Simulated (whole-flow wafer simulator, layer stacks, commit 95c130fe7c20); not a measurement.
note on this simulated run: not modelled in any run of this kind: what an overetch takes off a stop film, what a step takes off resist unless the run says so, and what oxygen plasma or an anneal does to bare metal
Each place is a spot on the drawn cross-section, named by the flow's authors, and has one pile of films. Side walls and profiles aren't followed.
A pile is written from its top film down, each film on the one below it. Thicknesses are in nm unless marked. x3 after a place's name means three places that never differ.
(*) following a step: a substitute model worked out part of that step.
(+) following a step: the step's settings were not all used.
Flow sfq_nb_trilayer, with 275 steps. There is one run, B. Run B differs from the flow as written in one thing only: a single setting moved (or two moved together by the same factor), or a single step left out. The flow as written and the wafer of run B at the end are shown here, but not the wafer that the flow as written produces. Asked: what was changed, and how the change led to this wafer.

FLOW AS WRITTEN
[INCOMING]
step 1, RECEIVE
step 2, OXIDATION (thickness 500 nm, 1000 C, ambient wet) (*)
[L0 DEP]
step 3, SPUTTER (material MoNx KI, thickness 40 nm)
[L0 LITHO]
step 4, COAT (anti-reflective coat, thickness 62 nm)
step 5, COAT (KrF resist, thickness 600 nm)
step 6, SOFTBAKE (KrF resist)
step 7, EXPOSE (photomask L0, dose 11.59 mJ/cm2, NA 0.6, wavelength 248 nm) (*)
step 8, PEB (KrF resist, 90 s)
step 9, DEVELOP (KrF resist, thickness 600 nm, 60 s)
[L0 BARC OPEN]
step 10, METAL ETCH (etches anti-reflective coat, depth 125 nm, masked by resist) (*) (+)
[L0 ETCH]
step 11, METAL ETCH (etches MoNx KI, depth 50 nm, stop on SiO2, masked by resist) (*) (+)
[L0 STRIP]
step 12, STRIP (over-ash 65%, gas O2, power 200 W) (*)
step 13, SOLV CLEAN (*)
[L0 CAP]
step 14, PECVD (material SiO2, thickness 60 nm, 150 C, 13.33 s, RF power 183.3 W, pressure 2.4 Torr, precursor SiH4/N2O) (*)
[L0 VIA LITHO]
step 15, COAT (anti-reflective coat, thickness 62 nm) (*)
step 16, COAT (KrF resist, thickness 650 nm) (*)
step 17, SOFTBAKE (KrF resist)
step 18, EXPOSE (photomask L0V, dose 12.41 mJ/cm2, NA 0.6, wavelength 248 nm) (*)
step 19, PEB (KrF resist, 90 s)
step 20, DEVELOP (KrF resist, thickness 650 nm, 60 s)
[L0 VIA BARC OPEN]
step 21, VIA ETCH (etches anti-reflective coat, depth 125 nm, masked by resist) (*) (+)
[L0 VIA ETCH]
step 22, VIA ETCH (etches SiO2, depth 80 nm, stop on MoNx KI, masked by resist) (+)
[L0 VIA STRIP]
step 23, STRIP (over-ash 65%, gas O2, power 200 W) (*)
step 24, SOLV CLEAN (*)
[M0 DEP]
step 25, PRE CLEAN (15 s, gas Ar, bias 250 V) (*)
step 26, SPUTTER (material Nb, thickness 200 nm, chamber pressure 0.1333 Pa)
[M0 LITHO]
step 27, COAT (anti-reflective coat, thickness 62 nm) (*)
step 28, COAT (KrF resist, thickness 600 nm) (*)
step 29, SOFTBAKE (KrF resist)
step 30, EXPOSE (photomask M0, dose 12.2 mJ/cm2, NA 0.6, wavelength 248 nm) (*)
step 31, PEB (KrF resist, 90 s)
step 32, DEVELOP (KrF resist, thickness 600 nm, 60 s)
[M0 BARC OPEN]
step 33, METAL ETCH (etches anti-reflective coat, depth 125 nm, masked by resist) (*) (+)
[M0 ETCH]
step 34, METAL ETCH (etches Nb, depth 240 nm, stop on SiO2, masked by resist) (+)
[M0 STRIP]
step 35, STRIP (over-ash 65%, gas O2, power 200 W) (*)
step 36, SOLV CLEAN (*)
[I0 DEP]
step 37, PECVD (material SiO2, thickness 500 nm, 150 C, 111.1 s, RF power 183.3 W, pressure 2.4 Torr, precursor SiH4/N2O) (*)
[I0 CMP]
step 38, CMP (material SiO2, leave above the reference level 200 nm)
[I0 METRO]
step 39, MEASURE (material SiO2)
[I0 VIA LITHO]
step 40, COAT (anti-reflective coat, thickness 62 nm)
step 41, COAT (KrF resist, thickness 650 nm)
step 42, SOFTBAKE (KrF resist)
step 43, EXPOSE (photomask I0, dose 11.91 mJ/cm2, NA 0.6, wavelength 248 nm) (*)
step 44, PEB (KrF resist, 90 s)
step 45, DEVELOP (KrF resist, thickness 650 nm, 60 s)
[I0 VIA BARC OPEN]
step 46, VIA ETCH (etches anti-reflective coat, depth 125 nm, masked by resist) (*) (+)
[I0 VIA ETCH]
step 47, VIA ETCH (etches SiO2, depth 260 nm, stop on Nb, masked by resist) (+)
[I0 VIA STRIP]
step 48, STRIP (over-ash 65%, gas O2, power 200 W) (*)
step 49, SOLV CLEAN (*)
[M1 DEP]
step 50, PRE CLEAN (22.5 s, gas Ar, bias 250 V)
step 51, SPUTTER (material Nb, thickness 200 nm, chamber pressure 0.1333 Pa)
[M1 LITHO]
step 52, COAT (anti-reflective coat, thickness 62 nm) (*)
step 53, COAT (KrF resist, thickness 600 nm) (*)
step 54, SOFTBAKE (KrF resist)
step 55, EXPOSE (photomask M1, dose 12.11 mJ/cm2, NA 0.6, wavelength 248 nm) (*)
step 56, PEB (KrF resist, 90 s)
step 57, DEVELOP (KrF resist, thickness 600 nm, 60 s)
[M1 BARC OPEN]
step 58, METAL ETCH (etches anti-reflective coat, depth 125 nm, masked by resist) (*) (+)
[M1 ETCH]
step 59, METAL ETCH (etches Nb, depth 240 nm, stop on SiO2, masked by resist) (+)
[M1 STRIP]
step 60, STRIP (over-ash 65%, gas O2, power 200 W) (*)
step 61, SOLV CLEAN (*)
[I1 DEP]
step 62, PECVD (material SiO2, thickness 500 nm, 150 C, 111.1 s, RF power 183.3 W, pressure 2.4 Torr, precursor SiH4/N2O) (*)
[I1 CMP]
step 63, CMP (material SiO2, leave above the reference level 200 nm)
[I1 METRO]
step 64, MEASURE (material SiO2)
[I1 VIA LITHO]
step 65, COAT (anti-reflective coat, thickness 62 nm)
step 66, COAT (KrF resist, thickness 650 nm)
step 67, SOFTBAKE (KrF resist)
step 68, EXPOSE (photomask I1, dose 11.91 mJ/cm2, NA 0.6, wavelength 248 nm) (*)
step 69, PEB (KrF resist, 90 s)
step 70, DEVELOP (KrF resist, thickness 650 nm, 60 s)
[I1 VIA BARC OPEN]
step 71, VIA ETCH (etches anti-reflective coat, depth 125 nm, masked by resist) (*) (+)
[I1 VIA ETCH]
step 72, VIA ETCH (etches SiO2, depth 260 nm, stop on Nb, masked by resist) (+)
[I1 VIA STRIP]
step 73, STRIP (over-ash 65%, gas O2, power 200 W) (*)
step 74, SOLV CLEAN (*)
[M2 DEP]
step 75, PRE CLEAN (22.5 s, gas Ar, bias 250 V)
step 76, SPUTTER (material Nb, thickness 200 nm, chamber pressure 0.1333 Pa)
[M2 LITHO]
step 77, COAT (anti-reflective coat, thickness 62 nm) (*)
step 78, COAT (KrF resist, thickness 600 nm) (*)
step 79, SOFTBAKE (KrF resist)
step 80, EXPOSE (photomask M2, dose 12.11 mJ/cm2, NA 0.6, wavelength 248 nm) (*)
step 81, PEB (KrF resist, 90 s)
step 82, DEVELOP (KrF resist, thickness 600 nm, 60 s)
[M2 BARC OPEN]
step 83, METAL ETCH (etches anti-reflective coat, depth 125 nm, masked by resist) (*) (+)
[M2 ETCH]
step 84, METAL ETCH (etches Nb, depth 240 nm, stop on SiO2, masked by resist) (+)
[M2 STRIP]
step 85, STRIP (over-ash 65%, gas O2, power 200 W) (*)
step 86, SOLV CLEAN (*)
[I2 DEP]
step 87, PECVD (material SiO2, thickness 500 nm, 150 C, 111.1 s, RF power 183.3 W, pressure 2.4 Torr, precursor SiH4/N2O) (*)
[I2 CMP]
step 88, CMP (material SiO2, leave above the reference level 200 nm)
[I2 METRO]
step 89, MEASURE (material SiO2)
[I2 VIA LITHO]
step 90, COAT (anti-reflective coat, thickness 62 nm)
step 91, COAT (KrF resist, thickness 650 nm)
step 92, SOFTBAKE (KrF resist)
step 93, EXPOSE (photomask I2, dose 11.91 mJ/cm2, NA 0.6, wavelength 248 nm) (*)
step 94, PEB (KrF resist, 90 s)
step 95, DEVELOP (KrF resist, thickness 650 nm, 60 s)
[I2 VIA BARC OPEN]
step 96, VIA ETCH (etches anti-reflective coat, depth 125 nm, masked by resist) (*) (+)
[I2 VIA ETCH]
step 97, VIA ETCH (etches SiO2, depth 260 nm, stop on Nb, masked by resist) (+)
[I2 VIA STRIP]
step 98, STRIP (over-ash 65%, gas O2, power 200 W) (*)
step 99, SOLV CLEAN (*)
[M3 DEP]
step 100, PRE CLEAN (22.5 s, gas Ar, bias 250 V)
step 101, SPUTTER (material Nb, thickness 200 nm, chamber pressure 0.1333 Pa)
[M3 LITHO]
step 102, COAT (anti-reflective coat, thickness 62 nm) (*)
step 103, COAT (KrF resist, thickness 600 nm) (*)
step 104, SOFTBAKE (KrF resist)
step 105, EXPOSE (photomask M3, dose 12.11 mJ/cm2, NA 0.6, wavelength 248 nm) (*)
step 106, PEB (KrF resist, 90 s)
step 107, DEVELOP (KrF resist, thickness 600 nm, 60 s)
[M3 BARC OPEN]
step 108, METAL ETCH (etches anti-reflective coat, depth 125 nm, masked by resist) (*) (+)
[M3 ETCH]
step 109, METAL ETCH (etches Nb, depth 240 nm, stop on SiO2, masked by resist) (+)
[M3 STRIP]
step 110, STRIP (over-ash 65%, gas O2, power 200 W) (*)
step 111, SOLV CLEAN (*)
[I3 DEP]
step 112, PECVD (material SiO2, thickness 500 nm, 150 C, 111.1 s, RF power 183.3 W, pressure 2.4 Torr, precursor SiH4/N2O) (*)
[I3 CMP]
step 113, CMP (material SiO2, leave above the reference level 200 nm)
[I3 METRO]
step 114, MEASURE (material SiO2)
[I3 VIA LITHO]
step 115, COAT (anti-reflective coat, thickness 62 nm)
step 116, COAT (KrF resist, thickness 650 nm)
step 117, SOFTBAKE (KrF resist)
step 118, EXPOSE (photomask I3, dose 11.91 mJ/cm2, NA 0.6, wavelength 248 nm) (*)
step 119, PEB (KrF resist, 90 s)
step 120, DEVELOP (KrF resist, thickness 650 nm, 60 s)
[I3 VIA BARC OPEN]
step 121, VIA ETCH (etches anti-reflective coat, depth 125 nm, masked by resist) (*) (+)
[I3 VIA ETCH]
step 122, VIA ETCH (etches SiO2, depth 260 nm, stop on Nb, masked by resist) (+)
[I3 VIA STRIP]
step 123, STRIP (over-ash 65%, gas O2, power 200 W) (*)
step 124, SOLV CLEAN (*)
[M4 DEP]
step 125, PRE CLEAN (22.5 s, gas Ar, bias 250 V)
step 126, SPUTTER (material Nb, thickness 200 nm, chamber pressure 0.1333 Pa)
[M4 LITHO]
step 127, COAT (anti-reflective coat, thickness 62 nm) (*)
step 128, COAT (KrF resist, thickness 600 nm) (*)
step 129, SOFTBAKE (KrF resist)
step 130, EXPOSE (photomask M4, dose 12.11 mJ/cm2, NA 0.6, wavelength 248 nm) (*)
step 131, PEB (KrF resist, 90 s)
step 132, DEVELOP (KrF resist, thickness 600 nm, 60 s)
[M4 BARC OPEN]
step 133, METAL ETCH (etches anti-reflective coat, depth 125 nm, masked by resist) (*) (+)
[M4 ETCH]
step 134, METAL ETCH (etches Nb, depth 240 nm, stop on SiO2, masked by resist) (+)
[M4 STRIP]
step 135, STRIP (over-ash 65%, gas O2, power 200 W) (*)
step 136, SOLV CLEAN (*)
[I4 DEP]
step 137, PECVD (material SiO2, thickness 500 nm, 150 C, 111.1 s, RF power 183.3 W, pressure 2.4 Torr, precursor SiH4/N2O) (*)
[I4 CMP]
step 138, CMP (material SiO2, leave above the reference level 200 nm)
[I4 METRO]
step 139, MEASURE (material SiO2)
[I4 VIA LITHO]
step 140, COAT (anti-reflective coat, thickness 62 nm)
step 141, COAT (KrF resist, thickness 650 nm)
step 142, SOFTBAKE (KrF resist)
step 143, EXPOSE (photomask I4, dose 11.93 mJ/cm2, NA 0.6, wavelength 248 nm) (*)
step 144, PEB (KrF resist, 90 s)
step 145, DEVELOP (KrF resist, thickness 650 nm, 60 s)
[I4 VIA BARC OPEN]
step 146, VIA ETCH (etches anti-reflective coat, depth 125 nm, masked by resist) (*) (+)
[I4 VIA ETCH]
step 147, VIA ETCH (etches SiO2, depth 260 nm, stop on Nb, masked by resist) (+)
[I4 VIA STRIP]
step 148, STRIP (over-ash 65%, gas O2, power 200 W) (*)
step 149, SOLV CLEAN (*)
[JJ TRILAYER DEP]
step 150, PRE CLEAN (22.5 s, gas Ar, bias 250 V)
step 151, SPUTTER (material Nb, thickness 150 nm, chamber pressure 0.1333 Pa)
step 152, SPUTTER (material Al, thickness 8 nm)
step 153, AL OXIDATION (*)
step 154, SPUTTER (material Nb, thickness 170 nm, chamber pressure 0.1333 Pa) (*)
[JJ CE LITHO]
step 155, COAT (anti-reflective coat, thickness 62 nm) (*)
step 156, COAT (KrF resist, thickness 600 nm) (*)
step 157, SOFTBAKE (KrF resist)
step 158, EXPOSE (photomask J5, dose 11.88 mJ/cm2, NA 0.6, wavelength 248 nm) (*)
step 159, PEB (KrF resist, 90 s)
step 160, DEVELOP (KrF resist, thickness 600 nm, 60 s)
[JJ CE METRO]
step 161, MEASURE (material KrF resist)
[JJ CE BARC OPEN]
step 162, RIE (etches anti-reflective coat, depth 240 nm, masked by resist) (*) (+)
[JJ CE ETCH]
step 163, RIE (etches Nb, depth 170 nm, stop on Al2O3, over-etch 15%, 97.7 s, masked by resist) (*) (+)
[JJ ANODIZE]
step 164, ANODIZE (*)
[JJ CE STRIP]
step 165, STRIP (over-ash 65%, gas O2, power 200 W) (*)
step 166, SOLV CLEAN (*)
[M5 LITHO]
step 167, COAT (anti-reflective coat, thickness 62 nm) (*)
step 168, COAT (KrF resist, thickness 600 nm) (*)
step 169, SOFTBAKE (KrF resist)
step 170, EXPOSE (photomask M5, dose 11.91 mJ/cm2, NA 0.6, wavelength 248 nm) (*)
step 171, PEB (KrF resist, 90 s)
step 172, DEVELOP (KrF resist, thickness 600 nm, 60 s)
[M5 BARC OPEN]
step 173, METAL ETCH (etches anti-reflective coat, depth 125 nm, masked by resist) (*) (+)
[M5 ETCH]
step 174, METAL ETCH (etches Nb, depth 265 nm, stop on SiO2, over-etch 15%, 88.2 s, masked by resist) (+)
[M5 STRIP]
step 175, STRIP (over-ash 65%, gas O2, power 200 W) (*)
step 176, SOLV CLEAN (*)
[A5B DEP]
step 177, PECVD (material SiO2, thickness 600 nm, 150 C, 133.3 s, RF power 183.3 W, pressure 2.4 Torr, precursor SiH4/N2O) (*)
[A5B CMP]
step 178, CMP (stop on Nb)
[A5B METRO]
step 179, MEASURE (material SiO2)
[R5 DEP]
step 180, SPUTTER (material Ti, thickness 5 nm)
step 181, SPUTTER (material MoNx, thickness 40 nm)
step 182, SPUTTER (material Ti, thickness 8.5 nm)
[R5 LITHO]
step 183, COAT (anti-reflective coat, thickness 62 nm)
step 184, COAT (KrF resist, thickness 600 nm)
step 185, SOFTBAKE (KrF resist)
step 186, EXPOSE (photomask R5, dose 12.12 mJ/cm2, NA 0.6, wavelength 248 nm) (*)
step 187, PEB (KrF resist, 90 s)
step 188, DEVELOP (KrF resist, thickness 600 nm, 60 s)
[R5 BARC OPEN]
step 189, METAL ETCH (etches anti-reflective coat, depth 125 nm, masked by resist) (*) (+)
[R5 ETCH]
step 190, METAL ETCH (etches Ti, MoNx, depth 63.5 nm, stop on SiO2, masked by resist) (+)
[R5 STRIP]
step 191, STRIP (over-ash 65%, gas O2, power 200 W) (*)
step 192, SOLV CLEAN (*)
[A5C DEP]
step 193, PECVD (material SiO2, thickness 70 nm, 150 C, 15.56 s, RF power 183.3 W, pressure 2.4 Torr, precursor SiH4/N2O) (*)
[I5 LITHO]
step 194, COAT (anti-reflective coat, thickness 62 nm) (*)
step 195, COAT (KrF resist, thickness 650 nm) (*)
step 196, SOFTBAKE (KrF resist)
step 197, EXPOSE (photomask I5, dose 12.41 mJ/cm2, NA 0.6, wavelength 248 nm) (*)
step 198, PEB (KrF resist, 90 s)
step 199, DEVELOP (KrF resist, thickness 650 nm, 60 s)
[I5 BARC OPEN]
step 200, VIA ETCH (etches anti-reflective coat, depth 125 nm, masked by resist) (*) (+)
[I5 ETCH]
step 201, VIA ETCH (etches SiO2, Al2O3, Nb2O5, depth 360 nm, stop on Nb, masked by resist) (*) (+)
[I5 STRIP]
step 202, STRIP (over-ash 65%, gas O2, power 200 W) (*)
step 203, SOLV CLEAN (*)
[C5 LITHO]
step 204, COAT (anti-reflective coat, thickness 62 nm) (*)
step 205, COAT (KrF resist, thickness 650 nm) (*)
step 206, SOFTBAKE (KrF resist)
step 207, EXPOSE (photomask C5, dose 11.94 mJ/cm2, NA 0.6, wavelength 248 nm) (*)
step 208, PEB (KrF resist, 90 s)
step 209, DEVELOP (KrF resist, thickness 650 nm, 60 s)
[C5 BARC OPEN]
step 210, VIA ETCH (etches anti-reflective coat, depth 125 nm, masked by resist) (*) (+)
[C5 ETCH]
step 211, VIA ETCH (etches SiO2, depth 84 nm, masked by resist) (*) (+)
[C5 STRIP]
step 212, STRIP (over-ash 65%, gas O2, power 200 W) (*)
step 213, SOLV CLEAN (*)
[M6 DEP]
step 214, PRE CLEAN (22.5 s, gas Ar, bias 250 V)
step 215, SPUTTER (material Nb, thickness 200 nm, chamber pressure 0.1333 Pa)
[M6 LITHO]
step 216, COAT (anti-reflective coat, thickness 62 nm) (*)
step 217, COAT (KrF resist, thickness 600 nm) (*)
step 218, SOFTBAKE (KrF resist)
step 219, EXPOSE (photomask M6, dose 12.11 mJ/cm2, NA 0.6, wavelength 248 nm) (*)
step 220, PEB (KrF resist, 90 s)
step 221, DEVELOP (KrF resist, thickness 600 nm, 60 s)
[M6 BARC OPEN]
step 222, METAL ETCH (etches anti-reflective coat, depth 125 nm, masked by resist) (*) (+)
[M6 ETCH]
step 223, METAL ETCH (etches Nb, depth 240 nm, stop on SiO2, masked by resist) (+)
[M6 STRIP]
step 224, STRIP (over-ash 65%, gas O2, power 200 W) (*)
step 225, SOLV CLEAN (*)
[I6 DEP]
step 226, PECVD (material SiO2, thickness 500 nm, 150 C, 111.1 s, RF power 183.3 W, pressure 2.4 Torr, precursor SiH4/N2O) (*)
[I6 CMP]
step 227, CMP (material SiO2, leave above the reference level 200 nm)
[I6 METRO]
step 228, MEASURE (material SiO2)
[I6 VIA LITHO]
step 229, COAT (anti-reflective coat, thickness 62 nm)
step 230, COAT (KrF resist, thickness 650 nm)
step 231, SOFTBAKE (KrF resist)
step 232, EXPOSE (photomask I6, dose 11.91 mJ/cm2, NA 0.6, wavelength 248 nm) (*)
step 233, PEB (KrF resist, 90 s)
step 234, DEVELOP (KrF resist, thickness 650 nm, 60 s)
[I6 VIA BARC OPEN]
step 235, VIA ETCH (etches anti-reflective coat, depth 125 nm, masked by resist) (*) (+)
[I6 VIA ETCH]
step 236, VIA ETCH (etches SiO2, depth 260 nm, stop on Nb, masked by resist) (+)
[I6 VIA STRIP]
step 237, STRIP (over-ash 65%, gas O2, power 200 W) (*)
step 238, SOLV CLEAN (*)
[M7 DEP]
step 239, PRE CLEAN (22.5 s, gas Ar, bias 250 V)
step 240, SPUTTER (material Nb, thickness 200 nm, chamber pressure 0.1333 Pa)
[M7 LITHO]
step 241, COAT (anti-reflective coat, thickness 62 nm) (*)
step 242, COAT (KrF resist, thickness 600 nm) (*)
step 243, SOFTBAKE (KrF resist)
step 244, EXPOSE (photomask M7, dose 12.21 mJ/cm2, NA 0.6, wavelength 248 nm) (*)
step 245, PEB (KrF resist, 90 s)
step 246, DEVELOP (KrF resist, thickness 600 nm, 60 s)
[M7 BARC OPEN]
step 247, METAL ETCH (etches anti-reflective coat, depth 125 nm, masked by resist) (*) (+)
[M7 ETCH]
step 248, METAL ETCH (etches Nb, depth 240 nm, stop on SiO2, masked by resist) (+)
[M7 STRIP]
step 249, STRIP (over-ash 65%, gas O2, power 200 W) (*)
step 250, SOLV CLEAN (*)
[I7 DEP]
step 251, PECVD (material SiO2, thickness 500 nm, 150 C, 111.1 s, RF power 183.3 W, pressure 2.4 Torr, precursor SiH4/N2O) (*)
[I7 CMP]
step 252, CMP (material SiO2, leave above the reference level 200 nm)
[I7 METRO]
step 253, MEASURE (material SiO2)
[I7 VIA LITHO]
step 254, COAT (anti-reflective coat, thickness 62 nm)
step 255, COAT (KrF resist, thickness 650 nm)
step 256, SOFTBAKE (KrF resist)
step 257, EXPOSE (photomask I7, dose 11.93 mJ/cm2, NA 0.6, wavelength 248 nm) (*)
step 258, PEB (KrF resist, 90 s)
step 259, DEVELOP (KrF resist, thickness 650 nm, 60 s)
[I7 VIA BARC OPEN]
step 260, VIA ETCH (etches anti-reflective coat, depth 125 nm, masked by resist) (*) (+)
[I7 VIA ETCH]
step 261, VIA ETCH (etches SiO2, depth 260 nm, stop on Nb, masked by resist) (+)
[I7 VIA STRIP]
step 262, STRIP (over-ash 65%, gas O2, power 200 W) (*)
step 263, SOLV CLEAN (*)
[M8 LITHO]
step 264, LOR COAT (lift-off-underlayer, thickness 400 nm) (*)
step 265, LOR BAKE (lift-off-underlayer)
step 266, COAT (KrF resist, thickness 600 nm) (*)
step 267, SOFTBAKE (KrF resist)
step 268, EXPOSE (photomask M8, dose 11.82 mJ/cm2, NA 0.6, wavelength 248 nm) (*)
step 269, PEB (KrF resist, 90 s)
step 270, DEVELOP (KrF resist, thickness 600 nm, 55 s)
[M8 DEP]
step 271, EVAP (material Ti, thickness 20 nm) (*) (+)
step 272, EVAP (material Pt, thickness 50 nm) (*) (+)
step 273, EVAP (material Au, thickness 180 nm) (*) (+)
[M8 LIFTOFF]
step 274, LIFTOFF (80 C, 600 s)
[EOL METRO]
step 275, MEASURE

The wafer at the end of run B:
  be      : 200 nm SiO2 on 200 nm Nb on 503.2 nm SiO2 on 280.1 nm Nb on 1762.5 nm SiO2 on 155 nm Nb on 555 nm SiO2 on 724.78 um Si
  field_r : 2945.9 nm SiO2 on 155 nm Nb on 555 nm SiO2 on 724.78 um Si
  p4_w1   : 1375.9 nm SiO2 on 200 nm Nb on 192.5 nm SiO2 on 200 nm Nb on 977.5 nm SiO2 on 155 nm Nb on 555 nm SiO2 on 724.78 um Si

The reason: step 26, SPUTTER: thickness 155 nm was run, though the flow has thickness 200 nm.
One can read it off the wafer: be has Nb 155, and step 26 as written asks for 200 nm.

Step by step, how the change led to this:
  step 26, SPUTTER (material Nb, thickness 200 nm, chamber pressure 0.1333 Pa)
      field_l, v_sur, via_wl and 102 more: Nb gains 155 (new film) (as written it would have been: Nb gains 200 (new film))
      l0v: Nb gains 150.8 (new film) (as written it would have been: Nb gains 195.7 (new film))
  step 34, METAL ETCH (etches Nb, depth 240 nm, stop on SiO2, masked by resist) (+)
      field_l, v_sur, via_wl and 100 more: KrF resist loses 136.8 (as written it would have been: KrF resist loses 141.2)
      moat, m0r_space_l, m0r_space_r: Nb loses 155 (all of it) (as written it would have been: Nb loses 200 (all of it))
  step 37, PECVD (material SiO2, thickness 500 nm, 150 C, 111.1 s, RF power 183.3 W, pressure 2.4 Torr, precursor SiH4/N2O) (*)
      moat, m0r_space_l, m0r_space_r: SiO2 gains 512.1 (as written it would have been: SiO2 gains 557.1)
